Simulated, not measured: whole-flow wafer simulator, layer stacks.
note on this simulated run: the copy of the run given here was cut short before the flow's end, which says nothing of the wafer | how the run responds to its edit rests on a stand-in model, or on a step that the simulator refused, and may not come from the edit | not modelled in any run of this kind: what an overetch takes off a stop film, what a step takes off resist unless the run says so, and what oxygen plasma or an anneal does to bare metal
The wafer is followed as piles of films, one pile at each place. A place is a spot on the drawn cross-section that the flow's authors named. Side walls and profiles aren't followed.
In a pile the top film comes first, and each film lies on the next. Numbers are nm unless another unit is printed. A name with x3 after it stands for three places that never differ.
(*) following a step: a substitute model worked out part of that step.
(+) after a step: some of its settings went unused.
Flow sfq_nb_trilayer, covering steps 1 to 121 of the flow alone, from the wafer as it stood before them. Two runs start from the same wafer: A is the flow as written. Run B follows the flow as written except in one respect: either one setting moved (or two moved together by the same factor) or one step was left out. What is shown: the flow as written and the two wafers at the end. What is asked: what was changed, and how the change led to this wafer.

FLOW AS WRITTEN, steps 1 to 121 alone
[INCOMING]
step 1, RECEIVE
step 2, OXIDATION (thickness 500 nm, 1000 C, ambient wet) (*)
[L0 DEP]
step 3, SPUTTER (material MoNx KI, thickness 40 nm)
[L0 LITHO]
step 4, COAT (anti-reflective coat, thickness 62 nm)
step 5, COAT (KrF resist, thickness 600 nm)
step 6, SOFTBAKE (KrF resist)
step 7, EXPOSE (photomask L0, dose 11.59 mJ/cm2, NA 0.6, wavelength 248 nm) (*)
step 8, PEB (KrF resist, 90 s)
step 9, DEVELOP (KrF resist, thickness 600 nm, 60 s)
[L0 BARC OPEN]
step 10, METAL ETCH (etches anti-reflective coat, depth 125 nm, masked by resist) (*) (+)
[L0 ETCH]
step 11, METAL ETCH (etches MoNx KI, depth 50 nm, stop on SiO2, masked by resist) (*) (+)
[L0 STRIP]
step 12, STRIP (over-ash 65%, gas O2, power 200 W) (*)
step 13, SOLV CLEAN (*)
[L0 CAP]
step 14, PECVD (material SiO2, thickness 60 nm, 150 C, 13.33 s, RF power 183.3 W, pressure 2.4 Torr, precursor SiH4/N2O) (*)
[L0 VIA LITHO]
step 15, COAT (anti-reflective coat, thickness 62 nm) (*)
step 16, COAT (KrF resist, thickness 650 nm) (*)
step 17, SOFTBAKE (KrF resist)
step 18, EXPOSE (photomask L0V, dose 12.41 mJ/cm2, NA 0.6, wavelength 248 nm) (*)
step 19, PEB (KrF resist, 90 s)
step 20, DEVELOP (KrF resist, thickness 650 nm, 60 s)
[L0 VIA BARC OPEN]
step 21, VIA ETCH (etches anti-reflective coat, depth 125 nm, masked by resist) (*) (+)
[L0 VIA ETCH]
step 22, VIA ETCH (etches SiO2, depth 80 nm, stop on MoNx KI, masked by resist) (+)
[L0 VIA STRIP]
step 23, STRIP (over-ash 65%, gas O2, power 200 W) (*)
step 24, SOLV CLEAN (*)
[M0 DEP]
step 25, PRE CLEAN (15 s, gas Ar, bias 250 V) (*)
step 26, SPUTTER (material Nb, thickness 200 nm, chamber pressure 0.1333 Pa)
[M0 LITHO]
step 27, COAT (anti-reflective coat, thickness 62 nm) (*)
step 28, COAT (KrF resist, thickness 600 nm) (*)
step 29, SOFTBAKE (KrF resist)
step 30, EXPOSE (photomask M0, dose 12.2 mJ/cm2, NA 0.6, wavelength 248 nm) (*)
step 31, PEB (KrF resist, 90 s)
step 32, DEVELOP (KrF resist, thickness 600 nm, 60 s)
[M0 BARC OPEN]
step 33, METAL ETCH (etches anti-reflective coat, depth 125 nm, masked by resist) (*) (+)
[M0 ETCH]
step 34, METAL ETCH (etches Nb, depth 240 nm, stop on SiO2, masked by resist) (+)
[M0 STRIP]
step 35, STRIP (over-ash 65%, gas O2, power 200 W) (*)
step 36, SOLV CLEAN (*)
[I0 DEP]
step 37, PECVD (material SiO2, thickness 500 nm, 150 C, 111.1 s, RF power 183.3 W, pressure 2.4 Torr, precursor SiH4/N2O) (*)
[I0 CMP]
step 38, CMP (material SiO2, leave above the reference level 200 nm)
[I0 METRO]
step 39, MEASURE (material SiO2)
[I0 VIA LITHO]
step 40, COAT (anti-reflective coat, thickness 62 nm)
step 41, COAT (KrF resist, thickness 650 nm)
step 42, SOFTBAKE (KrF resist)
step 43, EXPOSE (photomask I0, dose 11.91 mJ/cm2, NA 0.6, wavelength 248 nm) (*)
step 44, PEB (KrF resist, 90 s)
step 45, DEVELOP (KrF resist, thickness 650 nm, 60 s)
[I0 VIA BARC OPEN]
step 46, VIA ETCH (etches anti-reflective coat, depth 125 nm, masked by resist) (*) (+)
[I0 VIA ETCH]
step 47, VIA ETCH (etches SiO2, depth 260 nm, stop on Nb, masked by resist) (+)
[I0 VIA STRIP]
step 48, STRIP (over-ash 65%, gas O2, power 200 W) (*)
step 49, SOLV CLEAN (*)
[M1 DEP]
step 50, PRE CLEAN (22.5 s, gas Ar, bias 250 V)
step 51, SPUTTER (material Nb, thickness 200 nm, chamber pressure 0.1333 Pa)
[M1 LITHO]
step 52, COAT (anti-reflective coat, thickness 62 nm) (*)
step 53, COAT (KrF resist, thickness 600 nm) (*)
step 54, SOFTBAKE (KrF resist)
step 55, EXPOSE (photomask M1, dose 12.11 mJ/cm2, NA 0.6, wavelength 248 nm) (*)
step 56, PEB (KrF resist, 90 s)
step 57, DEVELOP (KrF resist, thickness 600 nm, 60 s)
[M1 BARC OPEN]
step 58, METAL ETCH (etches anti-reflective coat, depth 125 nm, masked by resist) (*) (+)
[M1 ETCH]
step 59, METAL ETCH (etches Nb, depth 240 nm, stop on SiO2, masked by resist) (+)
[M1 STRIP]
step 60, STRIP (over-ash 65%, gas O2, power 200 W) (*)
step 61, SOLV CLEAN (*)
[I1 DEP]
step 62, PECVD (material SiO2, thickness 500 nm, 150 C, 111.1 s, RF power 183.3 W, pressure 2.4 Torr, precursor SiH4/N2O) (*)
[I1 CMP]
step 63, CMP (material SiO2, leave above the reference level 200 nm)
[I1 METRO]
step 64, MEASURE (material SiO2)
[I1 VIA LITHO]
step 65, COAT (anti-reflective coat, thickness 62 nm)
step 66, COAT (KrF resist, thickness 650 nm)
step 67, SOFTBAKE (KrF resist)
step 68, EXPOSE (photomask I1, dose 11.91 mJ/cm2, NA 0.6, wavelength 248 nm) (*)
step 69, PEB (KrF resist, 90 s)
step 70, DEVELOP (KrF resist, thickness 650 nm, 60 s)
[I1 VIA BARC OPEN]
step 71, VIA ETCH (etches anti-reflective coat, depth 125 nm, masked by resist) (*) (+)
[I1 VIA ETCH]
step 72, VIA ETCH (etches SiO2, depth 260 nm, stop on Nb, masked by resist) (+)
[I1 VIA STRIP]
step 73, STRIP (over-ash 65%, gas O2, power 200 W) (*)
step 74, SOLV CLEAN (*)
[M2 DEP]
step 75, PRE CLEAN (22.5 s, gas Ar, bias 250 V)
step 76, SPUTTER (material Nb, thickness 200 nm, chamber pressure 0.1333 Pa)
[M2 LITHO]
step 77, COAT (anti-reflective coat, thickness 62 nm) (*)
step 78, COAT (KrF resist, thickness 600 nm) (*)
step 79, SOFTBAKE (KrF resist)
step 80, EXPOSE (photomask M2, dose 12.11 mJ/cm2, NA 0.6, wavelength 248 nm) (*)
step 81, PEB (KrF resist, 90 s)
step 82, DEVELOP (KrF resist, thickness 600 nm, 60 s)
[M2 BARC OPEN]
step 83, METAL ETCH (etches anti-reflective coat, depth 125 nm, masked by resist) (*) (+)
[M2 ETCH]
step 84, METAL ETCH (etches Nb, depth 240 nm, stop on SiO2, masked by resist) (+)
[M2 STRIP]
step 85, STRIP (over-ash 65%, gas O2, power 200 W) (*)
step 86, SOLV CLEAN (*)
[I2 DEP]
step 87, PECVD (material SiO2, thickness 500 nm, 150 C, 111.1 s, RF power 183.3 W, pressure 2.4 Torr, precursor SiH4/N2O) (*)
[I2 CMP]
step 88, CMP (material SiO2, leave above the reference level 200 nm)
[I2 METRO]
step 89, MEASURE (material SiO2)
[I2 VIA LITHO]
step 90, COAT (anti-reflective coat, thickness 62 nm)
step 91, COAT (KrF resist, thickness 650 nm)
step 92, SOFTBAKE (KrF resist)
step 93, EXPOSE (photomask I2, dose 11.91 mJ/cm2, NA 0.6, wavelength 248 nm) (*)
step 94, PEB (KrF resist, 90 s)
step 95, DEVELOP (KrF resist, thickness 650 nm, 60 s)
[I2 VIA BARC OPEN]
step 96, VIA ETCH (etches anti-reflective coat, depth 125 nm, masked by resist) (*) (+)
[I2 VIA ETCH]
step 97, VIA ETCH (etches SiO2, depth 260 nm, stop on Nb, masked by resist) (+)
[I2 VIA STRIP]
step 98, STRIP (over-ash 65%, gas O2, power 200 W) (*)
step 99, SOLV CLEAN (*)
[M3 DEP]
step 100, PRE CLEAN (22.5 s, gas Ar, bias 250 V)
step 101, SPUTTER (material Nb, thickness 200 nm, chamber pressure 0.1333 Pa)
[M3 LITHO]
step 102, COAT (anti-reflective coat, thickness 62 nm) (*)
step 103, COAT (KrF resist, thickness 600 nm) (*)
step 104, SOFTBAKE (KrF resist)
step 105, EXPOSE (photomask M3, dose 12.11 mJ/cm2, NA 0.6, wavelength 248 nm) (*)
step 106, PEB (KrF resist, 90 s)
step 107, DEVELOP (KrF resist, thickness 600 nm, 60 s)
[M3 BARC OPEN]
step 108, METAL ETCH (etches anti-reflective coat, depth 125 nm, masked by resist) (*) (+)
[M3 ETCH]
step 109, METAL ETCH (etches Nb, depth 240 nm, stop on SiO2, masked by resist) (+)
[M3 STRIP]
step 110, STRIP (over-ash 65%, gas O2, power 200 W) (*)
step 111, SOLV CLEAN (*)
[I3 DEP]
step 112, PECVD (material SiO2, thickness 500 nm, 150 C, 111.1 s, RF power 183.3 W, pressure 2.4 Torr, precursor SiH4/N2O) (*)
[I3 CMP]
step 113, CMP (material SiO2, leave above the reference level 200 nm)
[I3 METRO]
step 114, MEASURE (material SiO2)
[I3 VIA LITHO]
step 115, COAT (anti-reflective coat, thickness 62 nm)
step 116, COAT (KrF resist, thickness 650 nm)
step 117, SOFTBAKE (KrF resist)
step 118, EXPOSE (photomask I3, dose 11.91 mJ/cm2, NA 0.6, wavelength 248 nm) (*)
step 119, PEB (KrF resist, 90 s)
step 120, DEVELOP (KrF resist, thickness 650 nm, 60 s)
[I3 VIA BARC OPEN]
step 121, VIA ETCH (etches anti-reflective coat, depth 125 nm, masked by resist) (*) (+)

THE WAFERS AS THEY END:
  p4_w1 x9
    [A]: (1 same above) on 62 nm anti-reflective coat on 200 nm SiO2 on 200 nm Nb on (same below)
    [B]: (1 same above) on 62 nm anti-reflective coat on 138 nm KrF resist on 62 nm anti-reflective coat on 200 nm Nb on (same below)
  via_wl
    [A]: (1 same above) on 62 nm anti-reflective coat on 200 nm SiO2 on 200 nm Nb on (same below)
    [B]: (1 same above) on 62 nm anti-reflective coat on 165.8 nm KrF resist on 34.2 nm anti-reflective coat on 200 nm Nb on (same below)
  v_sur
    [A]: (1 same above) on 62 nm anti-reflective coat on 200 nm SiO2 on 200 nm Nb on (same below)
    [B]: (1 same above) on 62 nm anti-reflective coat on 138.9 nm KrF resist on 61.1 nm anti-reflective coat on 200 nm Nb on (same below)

What caused this: step 110, STRIP: over-ash 65%, gas O2, power 200 W (*), was not run.

How this came from the change, step by step:
  step 112, PECVD (material SiO2, thickness 500 nm, 150 C, 111.1 s, RF power 183.3 W, pressure 2.4 Torr, precursor SiH4/N2O) (*)
      p4_g1 x8: A SiO2 gains 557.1 | B SiO2 gains 500
      via_w: A SiO2 gains 615 (new film) | B SiO2 gains 500 (new film)
  step 113, CMP (material SiO2, leave above the reference level 200 nm)
      p4_w1 x9, wl_j_sl x15: A SiO2 loses 300 | B SiO2 loses 500 (all of it), KrF resist loses 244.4
      via_wl, via_wr: A SiO2 loses 300 | B SiO2 loses 500 (all of it), KrF resist loses 218.4
      (as well as at 13 more places)
